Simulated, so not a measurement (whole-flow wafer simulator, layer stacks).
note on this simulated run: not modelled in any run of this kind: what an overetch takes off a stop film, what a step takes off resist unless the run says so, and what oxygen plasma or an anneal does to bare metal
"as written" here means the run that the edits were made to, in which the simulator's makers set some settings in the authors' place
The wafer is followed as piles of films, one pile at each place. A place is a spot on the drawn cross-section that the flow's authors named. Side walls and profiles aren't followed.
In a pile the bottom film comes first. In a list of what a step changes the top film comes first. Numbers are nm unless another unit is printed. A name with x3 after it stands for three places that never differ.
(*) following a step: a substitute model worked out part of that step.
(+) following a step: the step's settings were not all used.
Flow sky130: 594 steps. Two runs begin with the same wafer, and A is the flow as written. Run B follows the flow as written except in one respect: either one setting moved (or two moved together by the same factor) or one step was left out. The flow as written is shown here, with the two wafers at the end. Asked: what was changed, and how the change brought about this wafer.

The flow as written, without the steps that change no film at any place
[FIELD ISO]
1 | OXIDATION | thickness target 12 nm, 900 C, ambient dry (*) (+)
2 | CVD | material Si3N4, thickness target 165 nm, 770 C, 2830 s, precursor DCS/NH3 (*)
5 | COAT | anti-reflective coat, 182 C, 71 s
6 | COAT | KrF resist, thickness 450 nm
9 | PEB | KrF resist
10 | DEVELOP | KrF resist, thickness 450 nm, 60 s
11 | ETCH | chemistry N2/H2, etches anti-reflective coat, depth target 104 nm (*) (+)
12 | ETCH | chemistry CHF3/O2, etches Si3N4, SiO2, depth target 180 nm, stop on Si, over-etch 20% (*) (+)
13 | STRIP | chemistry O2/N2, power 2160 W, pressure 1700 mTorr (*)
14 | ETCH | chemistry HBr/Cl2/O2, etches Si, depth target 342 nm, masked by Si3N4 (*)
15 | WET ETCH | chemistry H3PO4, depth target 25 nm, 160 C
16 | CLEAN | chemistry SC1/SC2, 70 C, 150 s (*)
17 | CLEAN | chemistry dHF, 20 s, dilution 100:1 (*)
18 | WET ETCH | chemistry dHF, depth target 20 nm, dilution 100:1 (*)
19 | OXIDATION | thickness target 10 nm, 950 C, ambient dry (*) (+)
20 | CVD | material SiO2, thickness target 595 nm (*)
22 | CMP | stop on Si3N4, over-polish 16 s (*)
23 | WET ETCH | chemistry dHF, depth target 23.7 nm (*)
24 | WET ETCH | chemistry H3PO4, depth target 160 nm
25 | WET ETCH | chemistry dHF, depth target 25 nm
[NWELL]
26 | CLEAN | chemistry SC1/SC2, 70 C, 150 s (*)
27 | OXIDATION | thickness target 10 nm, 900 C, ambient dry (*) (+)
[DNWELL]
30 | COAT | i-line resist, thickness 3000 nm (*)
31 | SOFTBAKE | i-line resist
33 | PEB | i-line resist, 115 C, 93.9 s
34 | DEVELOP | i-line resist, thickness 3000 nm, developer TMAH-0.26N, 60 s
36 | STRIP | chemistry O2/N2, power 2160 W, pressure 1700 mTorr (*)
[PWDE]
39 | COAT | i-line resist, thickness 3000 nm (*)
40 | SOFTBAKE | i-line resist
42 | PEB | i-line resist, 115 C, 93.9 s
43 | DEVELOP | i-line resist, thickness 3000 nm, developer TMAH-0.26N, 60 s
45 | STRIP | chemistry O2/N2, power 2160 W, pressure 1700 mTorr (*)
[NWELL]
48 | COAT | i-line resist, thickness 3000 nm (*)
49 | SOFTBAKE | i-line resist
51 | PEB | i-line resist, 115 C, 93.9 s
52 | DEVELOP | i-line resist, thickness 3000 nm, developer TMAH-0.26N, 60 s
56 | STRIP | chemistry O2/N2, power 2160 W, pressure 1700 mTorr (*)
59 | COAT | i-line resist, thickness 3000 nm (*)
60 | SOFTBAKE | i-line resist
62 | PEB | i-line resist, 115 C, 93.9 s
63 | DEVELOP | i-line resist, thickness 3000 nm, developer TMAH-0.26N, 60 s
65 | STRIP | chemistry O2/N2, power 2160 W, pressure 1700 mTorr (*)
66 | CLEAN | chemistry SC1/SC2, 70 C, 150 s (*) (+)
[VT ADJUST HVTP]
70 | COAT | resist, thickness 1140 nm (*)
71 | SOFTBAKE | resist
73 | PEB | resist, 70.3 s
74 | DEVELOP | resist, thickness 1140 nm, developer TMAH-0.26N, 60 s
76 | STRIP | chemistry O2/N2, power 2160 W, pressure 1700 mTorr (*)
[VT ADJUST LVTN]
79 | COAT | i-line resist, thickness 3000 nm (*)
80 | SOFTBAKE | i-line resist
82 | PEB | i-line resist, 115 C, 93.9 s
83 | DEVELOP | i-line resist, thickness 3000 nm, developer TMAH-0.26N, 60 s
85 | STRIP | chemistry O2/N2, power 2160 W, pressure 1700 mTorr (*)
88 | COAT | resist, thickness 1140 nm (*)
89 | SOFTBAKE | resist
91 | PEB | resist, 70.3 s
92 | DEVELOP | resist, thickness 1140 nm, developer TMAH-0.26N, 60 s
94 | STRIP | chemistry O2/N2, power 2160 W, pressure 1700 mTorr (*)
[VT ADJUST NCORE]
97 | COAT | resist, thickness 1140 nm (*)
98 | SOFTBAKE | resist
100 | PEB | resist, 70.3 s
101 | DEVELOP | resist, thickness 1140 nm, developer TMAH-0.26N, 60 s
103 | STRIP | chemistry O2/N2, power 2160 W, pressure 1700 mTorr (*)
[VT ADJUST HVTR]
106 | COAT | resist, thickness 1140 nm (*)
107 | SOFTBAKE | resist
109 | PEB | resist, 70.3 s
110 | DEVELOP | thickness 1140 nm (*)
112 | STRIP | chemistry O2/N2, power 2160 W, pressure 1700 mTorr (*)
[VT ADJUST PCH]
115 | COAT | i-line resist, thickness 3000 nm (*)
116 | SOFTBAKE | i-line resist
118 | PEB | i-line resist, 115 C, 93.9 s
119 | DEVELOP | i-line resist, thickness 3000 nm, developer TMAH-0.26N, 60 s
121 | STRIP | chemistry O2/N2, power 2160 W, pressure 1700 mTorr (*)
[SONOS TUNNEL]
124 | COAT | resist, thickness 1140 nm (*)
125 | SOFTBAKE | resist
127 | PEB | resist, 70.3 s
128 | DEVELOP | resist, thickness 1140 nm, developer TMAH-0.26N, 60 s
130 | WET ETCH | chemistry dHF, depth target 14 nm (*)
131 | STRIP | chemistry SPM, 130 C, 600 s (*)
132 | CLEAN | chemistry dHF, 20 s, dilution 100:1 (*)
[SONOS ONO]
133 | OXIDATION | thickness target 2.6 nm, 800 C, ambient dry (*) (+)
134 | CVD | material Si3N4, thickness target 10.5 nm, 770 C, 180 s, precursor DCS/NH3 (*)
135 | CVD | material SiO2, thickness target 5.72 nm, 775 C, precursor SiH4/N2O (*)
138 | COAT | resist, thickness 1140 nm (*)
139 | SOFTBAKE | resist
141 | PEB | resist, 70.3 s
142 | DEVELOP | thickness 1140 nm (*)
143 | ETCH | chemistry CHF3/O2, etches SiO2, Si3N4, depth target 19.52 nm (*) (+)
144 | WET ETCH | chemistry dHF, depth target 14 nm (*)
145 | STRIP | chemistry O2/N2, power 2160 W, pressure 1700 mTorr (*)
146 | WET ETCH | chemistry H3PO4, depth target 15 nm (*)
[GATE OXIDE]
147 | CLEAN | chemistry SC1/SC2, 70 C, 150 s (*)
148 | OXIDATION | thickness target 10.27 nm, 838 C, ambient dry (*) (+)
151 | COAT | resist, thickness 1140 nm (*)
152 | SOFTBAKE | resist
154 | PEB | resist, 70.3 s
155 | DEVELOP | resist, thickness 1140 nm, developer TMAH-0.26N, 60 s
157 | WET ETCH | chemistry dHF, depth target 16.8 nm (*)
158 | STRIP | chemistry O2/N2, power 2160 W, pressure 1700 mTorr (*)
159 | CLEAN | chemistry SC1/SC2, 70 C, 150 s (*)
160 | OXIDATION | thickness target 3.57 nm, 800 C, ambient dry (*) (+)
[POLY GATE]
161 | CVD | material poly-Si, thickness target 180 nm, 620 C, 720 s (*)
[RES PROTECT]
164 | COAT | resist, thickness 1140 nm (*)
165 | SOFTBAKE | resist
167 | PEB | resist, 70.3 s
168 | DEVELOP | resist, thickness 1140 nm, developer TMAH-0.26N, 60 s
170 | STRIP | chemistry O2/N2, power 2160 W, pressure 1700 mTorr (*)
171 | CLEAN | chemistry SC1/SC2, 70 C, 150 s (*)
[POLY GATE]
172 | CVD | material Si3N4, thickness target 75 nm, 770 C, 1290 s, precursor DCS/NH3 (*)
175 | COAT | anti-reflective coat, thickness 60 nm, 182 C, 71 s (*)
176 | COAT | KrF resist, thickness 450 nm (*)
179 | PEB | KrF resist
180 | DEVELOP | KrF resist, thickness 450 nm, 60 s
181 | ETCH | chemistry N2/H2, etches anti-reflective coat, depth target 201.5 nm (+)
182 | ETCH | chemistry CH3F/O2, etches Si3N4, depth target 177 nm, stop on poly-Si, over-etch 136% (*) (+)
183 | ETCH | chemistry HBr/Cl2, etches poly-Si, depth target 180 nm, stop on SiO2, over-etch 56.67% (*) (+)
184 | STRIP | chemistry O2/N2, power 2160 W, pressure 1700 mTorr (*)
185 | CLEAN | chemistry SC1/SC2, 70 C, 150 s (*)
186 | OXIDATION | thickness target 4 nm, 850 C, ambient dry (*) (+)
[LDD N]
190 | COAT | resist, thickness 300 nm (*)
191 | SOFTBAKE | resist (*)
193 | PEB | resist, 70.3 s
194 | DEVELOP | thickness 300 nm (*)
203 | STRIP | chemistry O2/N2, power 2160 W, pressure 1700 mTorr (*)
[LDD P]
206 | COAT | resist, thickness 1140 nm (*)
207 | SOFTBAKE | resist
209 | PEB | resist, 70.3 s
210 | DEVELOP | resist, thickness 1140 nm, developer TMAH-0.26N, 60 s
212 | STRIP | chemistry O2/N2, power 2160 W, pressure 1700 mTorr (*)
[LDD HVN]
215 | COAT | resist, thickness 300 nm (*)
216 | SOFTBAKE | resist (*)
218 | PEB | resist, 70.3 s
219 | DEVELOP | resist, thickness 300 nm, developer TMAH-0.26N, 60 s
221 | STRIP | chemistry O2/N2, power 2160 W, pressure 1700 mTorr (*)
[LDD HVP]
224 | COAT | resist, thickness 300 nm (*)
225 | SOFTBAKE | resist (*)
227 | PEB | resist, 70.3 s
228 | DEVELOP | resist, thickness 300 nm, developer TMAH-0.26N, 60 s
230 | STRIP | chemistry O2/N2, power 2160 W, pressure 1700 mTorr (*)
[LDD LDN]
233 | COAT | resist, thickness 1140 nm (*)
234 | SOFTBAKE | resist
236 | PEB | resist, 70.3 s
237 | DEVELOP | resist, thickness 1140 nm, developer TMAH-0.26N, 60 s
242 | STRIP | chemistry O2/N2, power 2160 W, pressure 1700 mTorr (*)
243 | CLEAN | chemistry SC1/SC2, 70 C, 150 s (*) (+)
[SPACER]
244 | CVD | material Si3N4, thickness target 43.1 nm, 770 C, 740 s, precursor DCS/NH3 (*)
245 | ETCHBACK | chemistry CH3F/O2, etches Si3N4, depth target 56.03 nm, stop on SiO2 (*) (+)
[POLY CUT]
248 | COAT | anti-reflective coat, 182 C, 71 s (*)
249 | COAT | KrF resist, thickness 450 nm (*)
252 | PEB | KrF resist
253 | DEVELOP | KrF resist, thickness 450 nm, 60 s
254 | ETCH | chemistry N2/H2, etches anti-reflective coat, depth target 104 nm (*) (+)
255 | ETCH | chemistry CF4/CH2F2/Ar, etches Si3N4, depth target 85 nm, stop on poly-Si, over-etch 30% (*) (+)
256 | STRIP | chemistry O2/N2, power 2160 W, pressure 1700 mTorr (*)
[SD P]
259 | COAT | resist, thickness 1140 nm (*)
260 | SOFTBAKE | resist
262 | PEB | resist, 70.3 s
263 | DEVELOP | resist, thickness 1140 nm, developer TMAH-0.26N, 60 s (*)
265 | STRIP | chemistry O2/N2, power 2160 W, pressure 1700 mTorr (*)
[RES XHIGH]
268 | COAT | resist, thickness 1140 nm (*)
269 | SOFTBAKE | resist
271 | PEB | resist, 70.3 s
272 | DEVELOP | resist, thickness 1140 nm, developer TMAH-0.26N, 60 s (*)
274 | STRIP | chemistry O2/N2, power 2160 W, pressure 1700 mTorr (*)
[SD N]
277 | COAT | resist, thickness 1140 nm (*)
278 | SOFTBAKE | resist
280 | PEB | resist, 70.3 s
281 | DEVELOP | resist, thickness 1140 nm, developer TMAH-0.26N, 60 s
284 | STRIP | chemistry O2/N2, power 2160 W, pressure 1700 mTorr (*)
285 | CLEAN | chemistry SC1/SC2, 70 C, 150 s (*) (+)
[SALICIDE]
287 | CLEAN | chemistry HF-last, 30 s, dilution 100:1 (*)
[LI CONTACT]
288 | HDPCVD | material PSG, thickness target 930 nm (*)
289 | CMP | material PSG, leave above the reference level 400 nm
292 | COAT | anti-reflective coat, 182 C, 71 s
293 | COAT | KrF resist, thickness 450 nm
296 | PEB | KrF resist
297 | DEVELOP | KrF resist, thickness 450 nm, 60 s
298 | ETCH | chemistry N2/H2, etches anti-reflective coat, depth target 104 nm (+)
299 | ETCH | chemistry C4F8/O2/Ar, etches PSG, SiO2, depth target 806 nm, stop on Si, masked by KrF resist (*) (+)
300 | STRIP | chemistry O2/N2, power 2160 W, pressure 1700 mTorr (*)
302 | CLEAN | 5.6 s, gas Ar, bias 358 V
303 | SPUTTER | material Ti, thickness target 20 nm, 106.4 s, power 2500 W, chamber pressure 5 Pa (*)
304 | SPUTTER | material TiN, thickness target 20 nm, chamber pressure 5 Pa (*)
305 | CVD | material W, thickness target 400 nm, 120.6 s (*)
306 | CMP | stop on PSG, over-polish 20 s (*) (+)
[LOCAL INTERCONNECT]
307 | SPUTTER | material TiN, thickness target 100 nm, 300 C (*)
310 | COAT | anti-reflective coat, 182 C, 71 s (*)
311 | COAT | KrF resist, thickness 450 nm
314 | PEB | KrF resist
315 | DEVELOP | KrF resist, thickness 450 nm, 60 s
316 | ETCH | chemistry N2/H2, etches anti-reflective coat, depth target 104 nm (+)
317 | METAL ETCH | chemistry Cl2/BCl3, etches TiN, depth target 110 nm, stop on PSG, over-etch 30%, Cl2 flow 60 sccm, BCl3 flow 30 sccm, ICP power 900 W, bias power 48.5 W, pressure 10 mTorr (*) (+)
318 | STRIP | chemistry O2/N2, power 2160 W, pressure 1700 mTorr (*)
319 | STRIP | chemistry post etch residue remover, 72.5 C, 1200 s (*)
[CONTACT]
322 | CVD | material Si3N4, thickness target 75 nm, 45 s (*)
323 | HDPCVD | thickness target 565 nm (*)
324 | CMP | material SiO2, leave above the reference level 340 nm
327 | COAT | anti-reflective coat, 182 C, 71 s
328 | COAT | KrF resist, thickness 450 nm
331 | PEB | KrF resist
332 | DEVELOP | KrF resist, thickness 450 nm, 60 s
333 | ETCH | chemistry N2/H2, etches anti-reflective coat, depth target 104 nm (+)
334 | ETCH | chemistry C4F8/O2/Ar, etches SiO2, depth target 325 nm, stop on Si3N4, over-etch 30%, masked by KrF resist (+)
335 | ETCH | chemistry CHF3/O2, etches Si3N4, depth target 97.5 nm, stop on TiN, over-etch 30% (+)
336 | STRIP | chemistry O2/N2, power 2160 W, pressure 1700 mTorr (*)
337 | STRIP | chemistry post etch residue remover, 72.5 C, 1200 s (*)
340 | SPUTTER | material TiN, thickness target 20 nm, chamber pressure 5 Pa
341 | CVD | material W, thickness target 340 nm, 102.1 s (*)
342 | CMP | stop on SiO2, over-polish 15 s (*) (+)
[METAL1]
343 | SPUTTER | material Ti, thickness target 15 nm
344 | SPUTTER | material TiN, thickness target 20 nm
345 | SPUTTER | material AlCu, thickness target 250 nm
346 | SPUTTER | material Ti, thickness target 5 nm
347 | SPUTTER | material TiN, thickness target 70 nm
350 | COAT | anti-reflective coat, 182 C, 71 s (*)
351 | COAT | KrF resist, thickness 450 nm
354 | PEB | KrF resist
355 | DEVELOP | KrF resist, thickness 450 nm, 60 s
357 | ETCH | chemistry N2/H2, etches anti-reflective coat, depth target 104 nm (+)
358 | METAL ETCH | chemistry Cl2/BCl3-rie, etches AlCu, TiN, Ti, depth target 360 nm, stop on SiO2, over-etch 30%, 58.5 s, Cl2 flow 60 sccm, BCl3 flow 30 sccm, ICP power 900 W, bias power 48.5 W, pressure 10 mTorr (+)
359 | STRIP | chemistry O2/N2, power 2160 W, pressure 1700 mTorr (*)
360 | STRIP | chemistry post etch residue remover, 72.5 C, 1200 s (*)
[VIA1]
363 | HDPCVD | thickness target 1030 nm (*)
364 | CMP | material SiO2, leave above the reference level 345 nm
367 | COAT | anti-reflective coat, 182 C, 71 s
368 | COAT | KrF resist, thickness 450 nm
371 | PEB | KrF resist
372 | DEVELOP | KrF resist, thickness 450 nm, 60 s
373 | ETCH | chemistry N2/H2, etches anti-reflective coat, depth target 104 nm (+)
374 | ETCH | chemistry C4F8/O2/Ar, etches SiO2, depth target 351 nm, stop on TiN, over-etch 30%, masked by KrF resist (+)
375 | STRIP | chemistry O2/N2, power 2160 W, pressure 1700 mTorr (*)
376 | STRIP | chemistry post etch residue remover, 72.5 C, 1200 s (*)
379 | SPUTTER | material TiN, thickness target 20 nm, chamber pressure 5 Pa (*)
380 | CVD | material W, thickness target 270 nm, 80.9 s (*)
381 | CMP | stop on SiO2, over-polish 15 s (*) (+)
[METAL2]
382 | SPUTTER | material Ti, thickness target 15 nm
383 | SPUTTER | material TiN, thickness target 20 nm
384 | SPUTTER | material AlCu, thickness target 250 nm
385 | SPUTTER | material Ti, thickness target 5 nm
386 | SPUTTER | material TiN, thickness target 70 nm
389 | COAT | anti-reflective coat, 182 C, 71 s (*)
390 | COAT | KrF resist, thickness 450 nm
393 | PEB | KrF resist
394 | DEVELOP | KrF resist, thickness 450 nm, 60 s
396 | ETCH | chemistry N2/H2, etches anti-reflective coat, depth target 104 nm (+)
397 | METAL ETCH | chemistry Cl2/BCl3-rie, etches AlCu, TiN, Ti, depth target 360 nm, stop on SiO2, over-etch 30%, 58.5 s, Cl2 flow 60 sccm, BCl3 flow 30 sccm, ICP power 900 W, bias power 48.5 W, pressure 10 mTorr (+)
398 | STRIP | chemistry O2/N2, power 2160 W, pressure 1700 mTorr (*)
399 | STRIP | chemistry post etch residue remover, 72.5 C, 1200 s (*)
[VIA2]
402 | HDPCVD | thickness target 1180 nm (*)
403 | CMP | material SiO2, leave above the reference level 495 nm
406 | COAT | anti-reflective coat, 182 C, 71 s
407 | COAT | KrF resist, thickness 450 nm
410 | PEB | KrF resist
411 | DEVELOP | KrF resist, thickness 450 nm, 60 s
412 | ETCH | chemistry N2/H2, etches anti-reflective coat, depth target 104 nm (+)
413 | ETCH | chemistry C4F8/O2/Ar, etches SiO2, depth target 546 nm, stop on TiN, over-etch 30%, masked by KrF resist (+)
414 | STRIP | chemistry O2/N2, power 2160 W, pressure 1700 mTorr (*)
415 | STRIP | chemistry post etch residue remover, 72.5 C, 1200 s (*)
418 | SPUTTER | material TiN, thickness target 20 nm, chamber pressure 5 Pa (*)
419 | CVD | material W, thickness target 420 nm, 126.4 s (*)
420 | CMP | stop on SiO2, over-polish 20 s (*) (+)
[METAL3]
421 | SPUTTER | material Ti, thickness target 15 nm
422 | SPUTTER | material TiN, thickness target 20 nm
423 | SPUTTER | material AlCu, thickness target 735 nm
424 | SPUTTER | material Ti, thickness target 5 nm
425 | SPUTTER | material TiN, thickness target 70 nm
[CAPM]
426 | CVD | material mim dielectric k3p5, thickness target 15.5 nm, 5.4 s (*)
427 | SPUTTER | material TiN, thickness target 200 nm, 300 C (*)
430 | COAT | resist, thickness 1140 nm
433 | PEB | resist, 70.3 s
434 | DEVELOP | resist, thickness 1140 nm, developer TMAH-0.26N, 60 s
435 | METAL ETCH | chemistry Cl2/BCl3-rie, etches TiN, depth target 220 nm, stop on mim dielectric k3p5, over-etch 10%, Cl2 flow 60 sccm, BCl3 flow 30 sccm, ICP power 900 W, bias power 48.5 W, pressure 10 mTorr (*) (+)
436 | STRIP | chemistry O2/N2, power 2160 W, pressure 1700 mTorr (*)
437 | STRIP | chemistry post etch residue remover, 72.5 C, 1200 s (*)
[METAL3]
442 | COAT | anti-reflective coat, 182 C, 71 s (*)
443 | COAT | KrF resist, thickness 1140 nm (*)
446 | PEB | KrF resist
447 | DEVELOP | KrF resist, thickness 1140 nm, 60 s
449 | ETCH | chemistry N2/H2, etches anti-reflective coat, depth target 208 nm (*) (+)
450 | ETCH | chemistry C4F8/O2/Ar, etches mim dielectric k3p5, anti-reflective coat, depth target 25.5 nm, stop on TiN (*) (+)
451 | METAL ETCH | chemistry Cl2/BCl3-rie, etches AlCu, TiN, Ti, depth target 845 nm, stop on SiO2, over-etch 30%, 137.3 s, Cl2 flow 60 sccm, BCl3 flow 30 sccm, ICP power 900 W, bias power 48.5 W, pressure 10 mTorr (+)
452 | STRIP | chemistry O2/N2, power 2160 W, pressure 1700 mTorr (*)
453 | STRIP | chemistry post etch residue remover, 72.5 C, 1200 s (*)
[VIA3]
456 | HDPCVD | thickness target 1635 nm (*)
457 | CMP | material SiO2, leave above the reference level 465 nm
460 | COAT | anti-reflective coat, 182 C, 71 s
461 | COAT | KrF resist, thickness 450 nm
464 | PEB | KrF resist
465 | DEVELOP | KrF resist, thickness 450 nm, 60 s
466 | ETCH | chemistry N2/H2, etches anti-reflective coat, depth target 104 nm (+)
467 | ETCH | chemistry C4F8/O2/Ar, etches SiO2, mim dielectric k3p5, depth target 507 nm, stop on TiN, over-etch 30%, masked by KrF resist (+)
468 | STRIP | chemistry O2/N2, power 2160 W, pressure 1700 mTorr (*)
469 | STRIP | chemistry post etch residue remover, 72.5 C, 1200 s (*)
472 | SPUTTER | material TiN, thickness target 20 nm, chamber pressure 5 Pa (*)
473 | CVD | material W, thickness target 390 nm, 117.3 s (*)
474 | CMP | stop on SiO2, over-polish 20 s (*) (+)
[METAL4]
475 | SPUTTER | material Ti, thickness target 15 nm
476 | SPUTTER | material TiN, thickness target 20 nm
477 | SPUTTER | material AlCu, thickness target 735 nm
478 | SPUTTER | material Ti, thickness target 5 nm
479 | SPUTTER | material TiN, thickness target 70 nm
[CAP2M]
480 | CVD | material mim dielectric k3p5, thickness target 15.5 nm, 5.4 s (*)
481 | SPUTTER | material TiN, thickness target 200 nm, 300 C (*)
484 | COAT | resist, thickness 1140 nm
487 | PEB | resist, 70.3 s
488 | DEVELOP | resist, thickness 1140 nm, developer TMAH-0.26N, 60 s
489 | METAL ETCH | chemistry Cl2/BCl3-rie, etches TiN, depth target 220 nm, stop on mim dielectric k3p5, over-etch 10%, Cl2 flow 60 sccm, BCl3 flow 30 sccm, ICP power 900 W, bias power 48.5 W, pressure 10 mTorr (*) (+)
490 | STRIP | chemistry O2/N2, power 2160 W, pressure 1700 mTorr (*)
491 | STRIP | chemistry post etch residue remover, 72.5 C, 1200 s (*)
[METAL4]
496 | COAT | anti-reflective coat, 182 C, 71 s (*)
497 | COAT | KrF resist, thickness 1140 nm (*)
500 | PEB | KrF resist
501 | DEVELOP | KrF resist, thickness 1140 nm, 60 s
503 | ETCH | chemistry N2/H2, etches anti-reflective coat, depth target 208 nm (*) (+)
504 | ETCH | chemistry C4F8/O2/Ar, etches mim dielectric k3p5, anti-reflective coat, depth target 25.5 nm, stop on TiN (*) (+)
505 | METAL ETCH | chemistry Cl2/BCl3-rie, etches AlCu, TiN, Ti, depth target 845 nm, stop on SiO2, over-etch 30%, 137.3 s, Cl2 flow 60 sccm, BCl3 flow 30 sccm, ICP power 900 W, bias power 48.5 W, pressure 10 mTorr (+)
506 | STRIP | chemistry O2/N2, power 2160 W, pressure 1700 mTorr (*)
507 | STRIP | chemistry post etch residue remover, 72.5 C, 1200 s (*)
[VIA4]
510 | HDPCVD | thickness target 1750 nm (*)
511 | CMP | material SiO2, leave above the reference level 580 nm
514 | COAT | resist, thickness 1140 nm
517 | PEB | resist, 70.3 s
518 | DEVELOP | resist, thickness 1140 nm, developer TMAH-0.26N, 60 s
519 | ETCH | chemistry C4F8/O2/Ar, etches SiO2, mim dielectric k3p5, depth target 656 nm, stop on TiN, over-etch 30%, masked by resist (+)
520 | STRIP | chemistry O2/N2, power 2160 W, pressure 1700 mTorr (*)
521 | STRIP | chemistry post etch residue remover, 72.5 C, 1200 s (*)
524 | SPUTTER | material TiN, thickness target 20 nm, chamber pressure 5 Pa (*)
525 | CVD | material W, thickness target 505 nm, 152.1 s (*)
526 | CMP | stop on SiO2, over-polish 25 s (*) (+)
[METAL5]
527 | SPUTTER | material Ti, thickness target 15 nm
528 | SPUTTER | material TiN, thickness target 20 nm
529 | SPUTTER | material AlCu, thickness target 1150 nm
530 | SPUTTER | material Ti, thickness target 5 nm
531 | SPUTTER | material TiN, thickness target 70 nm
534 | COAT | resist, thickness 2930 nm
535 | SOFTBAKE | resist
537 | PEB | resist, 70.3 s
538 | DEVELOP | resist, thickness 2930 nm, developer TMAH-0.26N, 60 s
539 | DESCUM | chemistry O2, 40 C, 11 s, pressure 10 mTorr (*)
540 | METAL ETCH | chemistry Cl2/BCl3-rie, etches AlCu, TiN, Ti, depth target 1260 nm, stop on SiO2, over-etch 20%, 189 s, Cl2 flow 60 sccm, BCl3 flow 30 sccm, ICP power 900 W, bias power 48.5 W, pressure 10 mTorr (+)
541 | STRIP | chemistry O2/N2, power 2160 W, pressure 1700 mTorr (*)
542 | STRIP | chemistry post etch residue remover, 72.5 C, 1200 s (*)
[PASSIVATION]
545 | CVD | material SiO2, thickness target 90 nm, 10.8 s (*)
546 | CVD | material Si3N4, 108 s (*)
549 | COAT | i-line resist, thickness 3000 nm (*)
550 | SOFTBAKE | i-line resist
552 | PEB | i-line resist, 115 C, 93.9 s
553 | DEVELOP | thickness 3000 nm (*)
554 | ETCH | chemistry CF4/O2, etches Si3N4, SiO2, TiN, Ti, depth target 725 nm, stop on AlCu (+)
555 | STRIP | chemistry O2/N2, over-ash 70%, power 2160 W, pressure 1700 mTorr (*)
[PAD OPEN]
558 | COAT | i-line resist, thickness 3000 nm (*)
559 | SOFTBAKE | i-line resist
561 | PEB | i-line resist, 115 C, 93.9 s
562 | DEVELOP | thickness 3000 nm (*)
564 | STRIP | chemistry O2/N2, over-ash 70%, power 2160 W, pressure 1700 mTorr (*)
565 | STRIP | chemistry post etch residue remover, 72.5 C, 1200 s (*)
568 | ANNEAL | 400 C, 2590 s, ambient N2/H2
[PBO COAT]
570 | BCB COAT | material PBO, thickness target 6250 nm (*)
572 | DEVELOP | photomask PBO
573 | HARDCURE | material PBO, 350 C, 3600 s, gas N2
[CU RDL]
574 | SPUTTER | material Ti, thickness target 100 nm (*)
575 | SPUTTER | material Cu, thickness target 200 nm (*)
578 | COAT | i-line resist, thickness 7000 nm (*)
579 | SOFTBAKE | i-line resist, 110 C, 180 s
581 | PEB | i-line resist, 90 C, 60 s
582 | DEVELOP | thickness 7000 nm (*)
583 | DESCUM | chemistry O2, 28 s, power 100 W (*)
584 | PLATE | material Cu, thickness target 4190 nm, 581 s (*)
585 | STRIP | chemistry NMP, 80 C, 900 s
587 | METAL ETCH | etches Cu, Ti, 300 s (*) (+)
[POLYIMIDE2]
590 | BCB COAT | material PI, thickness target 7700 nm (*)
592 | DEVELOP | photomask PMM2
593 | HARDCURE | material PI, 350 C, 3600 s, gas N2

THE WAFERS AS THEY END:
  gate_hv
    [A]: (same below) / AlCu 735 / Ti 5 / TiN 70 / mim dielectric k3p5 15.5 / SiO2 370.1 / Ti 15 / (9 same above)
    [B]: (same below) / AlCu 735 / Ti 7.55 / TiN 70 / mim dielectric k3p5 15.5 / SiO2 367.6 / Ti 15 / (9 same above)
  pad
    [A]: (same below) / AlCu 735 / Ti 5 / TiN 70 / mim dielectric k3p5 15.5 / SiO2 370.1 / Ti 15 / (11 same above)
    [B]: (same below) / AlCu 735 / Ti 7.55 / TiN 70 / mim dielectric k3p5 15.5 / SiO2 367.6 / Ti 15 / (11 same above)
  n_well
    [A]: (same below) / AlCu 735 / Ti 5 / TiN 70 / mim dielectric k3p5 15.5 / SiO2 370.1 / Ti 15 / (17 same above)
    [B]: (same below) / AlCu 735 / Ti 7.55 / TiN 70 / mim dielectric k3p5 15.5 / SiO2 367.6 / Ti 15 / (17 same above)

Cause: step 424, SPUTTER: thickness target 7.55 nm was run, though the flow has thickness target 5 nm.
One can read it off the wafer: gate_hv has Ti 7.55, and step 424 as written asks for 5 nm.

The path from the change to this, step by step:
  424 | SPUTTER | material Ti, thickness target 5 nm
      field, active, n_well and 188 more: A Ti gains 5 (new film) | B Ti gains 7.55 (new film)
  451 | METAL ETCH | chemistry Cl2/BCl3-rie, etches AlCu, TiN, Ti, depth target 845 nm, stop on SiO2, over-etch 30%, 137.3 s, Cl2 flow 60 sccm, BCl3 flow 30 sccm, ICP power 900 W, bias power 48.5 W, pressure 10 mTorr (+)
      field, gate, spacer and 68 more: A TiN loses 70 (all of it), Ti loses 5 (all of it), AlCu loses 735 (all of it), TiN loses 20 (all of it), Ti loses 15 (all of it), SiO2 loses 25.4 | B TiN loses 70 (all of it), Ti loses 7.55 (all of it), AlCu loses 735 (all of it), TiN loses 20 (all of it), Ti loses 15 (all of it), SiO2 loses 25.1
      active, vpp_ln, vpp_iso2 and 11 more: A TiN loses 70 (all of it), Ti loses 5 (all of it), AlCu loses 735 (all of it), TiN loses 20 (all of it), Ti loses 15 (all of it), SiO2 loses 25.3 | B TiN loses 70 (all of it), Ti loses 7.55 (all of it), AlCu loses 735 (all of it), TiN loses 20 (all of it), Ti loses 15 (all of it), SiO2 loses 25.1
